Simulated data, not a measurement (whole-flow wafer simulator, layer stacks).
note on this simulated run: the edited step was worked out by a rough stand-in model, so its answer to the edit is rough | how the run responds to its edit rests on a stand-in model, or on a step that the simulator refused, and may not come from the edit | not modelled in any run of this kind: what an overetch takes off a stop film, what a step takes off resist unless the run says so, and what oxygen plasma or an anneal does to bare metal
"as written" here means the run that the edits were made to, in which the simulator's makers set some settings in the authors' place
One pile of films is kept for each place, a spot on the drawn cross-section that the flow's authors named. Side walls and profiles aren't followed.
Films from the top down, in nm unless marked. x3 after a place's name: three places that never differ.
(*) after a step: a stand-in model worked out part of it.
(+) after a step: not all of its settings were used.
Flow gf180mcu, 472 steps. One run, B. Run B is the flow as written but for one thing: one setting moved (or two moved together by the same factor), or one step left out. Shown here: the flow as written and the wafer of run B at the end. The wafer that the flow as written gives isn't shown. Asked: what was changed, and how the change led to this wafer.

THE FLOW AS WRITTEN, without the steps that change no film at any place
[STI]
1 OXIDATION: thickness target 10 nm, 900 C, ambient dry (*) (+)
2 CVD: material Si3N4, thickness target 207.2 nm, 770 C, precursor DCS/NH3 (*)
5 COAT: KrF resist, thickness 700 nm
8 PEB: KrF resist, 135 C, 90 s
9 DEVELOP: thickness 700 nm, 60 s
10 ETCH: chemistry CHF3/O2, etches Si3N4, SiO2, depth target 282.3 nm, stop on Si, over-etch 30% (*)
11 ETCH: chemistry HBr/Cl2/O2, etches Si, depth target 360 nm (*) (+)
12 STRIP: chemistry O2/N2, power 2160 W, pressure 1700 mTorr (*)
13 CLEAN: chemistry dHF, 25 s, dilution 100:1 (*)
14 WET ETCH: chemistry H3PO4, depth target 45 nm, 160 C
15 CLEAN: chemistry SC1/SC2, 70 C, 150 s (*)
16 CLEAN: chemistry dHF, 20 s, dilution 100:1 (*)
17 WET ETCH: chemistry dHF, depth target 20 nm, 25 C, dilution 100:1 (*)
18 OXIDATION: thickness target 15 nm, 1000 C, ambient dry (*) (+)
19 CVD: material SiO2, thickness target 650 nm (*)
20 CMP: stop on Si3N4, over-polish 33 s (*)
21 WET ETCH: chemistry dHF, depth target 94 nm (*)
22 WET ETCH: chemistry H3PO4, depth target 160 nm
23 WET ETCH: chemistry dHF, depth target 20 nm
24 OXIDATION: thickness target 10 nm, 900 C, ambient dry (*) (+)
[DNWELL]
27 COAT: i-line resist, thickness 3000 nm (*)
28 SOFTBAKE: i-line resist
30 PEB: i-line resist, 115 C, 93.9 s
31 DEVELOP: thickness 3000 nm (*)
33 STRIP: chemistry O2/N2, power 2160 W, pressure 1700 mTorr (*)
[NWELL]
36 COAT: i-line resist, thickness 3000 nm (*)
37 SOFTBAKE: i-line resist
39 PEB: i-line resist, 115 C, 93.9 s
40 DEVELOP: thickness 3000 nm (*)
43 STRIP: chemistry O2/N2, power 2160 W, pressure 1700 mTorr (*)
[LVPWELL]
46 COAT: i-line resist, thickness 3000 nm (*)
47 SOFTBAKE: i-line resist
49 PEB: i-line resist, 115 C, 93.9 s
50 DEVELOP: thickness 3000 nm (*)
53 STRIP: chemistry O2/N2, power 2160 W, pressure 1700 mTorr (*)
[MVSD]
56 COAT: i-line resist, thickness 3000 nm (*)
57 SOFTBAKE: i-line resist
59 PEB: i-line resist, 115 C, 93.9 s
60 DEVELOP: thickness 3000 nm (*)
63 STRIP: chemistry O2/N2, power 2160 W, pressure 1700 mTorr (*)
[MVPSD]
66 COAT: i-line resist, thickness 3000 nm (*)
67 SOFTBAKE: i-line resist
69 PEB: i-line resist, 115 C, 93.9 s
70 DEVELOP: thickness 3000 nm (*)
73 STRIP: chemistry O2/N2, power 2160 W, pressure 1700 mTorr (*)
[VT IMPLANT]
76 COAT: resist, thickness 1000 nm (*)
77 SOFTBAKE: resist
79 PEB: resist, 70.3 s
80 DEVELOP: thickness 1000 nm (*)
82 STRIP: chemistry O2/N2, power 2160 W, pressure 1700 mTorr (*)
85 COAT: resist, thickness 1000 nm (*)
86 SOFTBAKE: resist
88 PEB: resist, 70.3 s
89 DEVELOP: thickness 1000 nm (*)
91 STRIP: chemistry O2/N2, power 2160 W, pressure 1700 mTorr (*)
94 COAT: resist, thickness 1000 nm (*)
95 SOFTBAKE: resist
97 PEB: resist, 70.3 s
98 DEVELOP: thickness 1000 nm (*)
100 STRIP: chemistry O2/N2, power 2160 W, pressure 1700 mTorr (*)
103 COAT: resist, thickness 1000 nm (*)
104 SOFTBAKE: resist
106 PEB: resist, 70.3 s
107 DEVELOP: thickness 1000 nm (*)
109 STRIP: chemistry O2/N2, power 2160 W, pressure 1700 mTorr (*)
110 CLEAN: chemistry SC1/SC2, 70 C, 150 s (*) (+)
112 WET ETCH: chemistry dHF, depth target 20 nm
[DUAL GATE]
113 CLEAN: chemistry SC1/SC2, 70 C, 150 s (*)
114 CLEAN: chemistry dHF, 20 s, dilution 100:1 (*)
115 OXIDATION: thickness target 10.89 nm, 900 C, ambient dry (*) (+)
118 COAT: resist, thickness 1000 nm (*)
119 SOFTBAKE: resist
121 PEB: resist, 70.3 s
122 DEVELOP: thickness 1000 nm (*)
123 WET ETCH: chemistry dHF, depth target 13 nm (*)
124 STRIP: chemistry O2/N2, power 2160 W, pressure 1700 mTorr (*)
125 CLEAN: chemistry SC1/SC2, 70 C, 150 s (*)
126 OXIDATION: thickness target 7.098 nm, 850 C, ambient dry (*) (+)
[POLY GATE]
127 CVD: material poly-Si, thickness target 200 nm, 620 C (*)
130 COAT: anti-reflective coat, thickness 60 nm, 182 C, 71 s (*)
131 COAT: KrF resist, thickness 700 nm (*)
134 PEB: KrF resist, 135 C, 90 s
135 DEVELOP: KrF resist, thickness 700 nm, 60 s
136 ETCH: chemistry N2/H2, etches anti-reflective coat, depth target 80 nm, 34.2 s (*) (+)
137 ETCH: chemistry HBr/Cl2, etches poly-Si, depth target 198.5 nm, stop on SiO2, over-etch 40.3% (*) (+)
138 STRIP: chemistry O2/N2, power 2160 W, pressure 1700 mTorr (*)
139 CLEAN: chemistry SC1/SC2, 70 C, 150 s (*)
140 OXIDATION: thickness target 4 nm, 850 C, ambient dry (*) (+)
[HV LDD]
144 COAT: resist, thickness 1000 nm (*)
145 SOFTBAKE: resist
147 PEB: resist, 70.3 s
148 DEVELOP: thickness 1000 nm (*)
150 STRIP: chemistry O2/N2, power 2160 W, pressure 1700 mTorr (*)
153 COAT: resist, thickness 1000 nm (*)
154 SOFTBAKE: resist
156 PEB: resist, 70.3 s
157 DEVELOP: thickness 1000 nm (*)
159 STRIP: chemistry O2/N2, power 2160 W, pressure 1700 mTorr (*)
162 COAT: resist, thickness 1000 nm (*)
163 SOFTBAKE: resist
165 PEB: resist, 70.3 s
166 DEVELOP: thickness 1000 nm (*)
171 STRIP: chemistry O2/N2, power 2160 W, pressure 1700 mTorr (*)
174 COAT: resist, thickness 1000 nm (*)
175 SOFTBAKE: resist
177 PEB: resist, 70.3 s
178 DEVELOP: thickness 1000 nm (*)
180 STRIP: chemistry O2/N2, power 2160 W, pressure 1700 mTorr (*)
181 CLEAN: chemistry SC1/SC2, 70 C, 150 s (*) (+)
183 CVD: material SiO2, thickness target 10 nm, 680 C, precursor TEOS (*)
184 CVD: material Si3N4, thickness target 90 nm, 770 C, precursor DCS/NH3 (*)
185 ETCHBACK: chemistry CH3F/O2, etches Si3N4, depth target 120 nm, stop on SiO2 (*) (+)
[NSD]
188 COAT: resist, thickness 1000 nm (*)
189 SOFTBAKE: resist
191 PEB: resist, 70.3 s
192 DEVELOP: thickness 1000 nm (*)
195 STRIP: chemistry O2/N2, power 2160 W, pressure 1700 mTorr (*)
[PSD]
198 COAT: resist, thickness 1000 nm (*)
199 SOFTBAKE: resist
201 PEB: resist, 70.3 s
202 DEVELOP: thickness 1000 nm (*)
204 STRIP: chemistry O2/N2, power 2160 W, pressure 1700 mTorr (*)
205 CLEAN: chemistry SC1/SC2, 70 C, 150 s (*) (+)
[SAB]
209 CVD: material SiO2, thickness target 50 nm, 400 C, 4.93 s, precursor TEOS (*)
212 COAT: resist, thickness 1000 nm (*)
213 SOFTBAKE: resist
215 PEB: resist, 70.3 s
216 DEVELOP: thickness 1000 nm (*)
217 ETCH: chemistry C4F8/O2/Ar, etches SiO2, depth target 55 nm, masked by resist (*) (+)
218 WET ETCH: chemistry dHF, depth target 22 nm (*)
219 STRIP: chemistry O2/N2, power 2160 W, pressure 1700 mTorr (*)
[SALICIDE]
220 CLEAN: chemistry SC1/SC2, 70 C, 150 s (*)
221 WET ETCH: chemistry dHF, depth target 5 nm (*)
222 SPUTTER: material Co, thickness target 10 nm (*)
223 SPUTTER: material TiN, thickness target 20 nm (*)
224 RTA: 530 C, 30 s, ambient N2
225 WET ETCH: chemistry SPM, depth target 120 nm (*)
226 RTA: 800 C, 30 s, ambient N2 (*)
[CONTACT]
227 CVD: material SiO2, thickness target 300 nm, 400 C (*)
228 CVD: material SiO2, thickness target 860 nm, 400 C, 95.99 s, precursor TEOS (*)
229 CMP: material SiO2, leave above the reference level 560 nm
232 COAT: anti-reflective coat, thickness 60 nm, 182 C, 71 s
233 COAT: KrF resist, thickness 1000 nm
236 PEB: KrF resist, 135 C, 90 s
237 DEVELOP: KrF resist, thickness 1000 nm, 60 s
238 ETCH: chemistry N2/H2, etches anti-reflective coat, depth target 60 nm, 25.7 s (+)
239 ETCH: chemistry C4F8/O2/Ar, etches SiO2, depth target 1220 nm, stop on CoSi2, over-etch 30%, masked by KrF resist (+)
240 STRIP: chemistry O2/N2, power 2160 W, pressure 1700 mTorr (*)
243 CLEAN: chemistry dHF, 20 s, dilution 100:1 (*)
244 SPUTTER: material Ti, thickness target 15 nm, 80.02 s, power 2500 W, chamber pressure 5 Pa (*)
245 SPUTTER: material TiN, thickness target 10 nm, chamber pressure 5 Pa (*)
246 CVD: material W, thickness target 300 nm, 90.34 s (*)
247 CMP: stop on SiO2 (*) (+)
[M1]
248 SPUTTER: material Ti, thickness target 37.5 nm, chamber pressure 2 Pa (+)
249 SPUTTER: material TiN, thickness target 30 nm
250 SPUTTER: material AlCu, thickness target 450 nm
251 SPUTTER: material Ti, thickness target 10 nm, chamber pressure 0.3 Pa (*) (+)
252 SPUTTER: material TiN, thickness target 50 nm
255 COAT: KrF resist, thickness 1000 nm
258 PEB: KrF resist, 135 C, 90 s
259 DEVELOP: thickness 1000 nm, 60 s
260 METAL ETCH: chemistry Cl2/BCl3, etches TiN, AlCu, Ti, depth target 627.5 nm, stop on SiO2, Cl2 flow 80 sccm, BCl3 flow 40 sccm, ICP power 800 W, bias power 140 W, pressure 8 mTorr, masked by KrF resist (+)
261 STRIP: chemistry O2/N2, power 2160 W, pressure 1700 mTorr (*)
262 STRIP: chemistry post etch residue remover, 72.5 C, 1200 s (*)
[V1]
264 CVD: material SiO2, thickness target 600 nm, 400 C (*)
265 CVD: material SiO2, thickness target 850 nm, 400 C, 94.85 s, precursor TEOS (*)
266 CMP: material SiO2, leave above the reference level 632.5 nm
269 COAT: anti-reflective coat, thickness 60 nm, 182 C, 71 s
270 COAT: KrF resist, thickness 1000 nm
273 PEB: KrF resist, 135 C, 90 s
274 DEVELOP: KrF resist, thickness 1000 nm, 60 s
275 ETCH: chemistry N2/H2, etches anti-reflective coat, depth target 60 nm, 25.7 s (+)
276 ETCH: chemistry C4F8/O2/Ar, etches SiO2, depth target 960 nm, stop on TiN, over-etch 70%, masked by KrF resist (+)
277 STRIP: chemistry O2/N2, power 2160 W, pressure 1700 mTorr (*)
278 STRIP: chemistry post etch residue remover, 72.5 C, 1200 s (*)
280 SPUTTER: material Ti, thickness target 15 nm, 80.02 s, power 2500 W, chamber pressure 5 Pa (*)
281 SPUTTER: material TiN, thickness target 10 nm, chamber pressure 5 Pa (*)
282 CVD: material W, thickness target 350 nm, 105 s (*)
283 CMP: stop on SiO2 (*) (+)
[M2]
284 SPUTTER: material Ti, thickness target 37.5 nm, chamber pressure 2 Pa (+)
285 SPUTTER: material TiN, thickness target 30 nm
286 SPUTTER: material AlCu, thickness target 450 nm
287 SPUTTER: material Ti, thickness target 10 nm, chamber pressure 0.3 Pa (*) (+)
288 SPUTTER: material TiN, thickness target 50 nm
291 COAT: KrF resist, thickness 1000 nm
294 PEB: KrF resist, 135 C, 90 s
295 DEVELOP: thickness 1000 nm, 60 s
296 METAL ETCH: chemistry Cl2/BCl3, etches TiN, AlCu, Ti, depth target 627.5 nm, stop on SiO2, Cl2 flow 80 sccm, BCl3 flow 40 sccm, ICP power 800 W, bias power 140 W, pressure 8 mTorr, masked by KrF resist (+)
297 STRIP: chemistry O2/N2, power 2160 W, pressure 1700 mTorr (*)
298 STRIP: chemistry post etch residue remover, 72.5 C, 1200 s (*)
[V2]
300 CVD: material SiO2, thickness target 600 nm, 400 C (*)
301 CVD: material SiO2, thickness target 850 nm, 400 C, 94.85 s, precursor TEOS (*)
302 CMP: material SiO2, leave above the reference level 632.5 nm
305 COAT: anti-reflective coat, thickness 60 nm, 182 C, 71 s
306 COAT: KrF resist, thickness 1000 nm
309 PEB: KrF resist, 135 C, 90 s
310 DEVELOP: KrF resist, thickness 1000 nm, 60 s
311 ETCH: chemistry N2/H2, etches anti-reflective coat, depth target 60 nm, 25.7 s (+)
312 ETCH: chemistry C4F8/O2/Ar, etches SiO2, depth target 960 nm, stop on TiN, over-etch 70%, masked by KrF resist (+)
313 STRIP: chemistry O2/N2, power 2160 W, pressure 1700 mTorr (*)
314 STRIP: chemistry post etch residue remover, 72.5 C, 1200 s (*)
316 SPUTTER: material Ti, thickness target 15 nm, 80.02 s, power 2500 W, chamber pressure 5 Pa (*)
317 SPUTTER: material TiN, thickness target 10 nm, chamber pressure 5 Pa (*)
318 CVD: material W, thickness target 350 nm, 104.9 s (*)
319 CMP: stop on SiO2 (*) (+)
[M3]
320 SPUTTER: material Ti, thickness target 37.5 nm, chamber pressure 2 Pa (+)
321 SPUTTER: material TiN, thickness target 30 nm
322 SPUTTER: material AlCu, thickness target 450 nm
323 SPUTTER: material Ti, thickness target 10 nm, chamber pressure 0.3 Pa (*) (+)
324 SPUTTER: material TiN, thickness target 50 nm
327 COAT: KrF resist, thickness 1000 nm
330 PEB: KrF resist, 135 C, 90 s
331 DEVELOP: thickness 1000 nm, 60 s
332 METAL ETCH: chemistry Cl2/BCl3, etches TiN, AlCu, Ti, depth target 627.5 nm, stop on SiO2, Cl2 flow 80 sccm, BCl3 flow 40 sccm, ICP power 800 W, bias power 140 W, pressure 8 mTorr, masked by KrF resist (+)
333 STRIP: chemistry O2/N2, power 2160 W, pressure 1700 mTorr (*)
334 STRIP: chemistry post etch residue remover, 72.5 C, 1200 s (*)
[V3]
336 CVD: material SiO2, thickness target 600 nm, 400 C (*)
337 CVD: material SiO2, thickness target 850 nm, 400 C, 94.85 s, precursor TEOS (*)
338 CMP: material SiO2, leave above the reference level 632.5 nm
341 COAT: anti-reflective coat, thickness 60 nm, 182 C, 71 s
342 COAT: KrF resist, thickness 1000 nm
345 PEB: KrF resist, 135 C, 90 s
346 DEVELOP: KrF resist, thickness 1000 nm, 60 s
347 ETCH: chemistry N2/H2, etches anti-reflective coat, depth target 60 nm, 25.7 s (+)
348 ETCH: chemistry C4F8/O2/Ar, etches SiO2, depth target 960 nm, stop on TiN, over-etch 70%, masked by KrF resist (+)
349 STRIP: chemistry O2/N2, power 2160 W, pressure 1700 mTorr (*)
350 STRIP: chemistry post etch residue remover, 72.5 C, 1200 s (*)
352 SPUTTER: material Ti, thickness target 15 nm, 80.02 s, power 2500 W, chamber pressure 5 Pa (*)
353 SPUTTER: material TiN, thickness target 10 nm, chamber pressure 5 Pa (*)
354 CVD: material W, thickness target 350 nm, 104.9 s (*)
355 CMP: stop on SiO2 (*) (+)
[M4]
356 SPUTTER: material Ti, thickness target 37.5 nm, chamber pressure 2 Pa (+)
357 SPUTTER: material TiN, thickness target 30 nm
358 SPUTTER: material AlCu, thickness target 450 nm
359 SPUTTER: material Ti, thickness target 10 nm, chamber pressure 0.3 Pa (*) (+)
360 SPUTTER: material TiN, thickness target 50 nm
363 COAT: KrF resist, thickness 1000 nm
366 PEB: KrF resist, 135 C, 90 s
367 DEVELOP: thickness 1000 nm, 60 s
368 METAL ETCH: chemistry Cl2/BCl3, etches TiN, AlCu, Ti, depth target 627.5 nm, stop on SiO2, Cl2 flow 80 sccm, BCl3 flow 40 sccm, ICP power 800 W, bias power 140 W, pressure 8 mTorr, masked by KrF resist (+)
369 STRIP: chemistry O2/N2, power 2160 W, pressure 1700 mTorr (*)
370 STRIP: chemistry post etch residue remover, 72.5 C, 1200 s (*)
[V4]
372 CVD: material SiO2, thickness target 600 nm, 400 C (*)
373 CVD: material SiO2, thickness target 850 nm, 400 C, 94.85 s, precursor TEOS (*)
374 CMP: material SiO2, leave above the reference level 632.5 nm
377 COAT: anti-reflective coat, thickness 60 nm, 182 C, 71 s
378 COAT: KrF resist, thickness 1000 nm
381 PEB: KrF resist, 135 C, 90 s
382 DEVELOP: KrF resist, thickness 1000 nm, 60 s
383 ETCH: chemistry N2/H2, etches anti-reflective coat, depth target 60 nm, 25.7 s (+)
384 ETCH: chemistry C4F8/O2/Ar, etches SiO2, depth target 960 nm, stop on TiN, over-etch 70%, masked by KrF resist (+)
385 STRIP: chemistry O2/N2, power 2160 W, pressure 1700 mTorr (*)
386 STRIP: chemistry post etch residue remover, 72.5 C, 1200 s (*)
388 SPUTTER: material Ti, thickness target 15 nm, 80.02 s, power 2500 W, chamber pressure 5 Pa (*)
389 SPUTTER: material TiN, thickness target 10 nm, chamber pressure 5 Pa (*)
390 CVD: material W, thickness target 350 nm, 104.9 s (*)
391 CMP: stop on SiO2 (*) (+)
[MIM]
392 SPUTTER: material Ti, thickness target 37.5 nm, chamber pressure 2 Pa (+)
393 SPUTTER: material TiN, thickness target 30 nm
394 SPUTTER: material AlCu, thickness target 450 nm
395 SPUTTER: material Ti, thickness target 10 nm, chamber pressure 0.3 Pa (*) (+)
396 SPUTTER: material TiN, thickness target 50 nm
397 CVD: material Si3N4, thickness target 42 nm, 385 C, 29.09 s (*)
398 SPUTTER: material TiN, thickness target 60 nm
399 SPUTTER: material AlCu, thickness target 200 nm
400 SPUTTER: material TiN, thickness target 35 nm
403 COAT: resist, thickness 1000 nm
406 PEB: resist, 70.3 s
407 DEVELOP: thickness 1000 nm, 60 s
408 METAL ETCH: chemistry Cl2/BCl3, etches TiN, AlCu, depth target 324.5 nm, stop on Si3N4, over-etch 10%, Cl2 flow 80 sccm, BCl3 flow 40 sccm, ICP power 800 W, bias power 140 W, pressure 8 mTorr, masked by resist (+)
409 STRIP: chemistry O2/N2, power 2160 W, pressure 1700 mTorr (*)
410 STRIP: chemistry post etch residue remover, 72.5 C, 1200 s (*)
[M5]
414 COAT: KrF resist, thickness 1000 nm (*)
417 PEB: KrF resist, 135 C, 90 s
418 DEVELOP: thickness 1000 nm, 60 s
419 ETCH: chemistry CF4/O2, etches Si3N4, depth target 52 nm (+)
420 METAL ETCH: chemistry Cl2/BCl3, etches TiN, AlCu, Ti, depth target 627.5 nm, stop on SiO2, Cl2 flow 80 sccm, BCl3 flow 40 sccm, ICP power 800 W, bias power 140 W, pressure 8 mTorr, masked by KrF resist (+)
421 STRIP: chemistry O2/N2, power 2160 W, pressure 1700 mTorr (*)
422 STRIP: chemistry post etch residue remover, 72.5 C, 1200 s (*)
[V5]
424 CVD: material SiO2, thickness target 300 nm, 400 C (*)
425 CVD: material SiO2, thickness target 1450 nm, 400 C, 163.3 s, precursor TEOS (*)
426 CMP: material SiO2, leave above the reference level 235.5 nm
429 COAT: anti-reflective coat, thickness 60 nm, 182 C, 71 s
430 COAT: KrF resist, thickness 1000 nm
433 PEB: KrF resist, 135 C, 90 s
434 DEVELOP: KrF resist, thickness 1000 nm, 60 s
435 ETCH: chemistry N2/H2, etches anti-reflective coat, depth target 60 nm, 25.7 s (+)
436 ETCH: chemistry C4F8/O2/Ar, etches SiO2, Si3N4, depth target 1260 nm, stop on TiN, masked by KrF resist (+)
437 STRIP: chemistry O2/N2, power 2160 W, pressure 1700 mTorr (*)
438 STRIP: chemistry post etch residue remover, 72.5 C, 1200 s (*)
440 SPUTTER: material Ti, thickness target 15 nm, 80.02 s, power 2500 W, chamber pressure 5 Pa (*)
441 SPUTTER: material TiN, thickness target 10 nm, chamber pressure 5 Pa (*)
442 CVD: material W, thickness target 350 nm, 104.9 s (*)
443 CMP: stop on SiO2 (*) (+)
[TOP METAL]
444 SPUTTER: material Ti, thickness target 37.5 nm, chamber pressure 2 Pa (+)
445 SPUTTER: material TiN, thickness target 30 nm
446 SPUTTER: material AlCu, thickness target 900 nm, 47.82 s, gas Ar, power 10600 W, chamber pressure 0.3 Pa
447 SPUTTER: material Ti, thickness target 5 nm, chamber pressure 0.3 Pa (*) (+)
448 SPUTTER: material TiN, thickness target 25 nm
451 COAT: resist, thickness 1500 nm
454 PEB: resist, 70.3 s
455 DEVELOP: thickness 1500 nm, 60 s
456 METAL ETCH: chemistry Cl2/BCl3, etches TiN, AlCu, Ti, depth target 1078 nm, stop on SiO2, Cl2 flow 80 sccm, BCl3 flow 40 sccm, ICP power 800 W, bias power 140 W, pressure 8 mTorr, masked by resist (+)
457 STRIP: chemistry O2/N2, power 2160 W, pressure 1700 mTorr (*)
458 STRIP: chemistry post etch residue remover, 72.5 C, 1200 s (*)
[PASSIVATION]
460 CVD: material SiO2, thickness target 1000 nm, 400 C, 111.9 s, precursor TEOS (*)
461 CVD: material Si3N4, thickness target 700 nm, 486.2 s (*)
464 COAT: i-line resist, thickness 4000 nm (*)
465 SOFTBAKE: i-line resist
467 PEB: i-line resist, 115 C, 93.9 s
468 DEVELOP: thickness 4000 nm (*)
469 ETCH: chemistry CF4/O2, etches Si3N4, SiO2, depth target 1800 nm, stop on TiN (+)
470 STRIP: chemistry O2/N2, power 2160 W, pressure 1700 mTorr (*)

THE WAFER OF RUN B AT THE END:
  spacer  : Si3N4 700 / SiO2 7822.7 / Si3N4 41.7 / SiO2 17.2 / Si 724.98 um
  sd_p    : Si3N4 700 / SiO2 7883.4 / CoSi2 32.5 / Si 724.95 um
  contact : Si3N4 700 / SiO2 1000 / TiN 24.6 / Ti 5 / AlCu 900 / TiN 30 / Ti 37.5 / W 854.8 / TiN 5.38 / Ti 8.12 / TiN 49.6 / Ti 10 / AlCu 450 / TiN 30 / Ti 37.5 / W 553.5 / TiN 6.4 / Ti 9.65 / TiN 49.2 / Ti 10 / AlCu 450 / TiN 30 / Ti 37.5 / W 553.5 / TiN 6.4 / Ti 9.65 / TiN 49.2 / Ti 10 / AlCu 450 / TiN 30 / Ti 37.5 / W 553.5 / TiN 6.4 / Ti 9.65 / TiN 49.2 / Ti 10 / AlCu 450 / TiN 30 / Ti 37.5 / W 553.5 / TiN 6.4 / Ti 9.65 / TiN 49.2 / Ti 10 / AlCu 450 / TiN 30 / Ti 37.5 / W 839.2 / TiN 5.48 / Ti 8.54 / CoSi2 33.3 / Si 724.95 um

The cause: step 184, CVD: thickness target 45.9 nm was run, where the flow has thickness target 90 nm.

How the change led to this, step by step:
  184 CVD: material Si3N4, thickness target 90 nm, 770 C, precursor DCS/NH3 (*)
      field, field__w1, field__w2 and 101 more: Si3N4 +45.9 (new film) (as written it would be: Si3N4 +90 (new film))
  185 ETCHBACK: chemistry CH3F/O2, etches Si3N4, depth target 120 nm, stop on SiO2 (*) (+)
      field, field__w1, field__w2 and 66 more: Si3N4 -45.9 (all of it), SiO2 -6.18 (as written it would be: Si3N4 -90 (all of it), SiO2 -2.5)
      p_well, gate, gate_hv and 31 more: Si3N4 -45.9 (all of it), SiO2 -6.17 (as written it would be: Si3N4 -90 (all of it), SiO2 -2.5)
  188 COAT: resist, thickness 1000 nm (*)
      spacer: resist +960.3 (new film) (as written it would be: resist +920.2 (new film))
  189 SOFTBAKE: resist
      ld_drn_p: resist +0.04 (as written it would be: resist -0.52)
      field: resist +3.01 (as written it would be: resist +3.56)
      (and at 24 more places)
  191 PEB: resist, 70.3 s
      spacer: resist -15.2 (as written it would be: resist -14.3)
  192 DEVELOP: thickness 1000 nm (*)
      spacer: resist -945.1 (all of it) (as written it would be: resist -905.9 (all of it))
  198 COAT: resist, thickness 1000 nm (*)
      spacer: resist +960.3 (new film) (as written it would be: resist +920.2 (new film))
  199 SOFTBAKE: resist
      ld_drn_p: resist +0.04 (as written it would be: resist -0.52)
      field: resist +3.01 (as written it would be: resist +3.56)
      (and at 24 more places)
  201 PEB: resist, 70.3 s
      spacer: resist -15.2 (as written it would be: resist -14.3)
  204 STRIP: chemistry O2/N2, power 2160 W, pressure 1700 mTorr (*)
      spacer: resist -945.1 (all of it) (as written it would be: resist -905.9 (all of it))
  212 COAT: resist, thickness 1000 nm (*)
      spacer: resist +959.5 (new film) (as written it would be: resist +919.4 (new film))
  213 SOFTBAKE: resist
      field__w9: resist +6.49 (as written it would be: resist -3.11)
      field__w1: resist +4.92 (as written it would be: resist +5.43)
      (and at 19 more places)
  215 PEB: resist, 70.3 s
      spacer: resist -15.2 (as written it would be: resist -14.3)
  216 DEVELOP: thickness 1000 nm (*)
      spacer: resist -944.3 (all of it) (as written it would be: resist -905.1 (all of it))
  218 WET ETCH: chemistry dHF, depth target 22 nm (*)
      gate, gate_hv, gate_p and 23 more: SiO2 -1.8 (all of it) (as written it would be: SiO2 -5.48 (all of it))
      active, p_well, sd_n, iso_ptap_pw, iso_ntap_nw, iso_ptap_sub, vpnp_e: SiO2 -5.34 (all of it) (as written it would be: SiO2 -9.01 (all of it))
      (and at 16 more places)
  222 SPUTTER: material Co, thickness target 10 nm (*)
      field__w2: Co +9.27 (new film) (as written it would be: Co +8.65 (new film))
      field__w3: Co +8.89 (new film) (as written it would be: Co +8.06 (new film))
      (and at 4 more places)
  ... 4 more steps ...
  229 CMP: material SiO2, leave above the reference level 560 nm
      spacer: SiO2 -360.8 (as written it would be: SiO2 -404.9)
      mim: SiO2 -216.8 (as written it would be: SiO2 -221.5)
